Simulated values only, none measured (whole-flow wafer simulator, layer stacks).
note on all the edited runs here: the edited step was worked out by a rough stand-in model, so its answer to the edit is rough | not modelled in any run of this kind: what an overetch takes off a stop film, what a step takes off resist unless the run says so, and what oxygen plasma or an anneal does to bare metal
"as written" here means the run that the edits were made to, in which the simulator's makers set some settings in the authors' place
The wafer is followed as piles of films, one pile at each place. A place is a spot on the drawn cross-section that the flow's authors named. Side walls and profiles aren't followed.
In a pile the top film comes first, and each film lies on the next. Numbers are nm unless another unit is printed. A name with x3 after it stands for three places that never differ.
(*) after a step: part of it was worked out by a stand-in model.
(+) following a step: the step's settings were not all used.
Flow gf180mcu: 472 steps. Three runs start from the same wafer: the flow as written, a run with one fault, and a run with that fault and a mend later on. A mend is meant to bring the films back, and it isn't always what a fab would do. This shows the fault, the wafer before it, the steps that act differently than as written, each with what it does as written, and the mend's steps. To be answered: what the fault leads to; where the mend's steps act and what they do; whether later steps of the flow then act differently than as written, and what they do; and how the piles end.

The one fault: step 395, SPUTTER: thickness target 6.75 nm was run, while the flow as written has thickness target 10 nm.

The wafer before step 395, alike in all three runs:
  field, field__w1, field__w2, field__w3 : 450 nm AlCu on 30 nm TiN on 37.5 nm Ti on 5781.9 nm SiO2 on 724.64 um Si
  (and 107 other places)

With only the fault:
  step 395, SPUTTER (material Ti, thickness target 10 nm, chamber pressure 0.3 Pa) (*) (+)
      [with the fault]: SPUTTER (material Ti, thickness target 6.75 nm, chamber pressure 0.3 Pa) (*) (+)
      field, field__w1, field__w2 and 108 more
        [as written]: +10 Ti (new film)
        [with the fault]: +6.75 Ti (new film)
  Steps further on in the flow that do not act as written (2 other steps are not shown; they differ only slightly, by no more than 2% or 0.5 nm, whichever is larger):
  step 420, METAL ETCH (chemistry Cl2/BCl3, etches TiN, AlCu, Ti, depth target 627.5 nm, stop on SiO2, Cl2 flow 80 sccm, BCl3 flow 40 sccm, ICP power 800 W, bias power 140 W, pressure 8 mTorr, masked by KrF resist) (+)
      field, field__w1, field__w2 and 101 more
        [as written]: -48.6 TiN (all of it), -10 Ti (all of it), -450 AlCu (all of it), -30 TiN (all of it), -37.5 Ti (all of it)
        [with the fault]: -48.6 TiN (all of it), -6.75 Ti (all of it), -450 AlCu (all of it), -30 TiN (all of it), -37.5 Ti (all of it)
  By the end, the piles at field__w4, field__w8, contact, m1, m1__w1, mim, mim_1p0, m1_nw depart from the flow's by more than 2% or 0.5 nm, whichever is larger.
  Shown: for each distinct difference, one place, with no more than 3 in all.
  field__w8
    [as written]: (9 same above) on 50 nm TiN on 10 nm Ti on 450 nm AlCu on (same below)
    [with the fault]: (9 same above) on 50 nm TiN on 6.75 nm Ti on 450 nm AlCu on (same below)
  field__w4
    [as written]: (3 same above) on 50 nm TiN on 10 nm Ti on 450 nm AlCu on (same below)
    [with the fault]: (3 same above) on 50 nm TiN on 6.75 nm Ti on 450 nm AlCu on (same below)
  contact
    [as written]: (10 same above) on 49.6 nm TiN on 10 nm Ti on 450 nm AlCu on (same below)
    [with the fault]: (10 same above) on 49.6 nm TiN on 6.75 nm Ti on 450 nm AlCu on (same below)

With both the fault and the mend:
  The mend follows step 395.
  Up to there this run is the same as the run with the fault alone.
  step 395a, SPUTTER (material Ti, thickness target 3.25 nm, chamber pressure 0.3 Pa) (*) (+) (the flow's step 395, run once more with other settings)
      field, field__w1, field__w2 and 108 more
        +3.25 Ti
  Later steps of the flow that are run all act as written at every place that is followed.
  At every place that both follow, the piles at the end match the flow's.
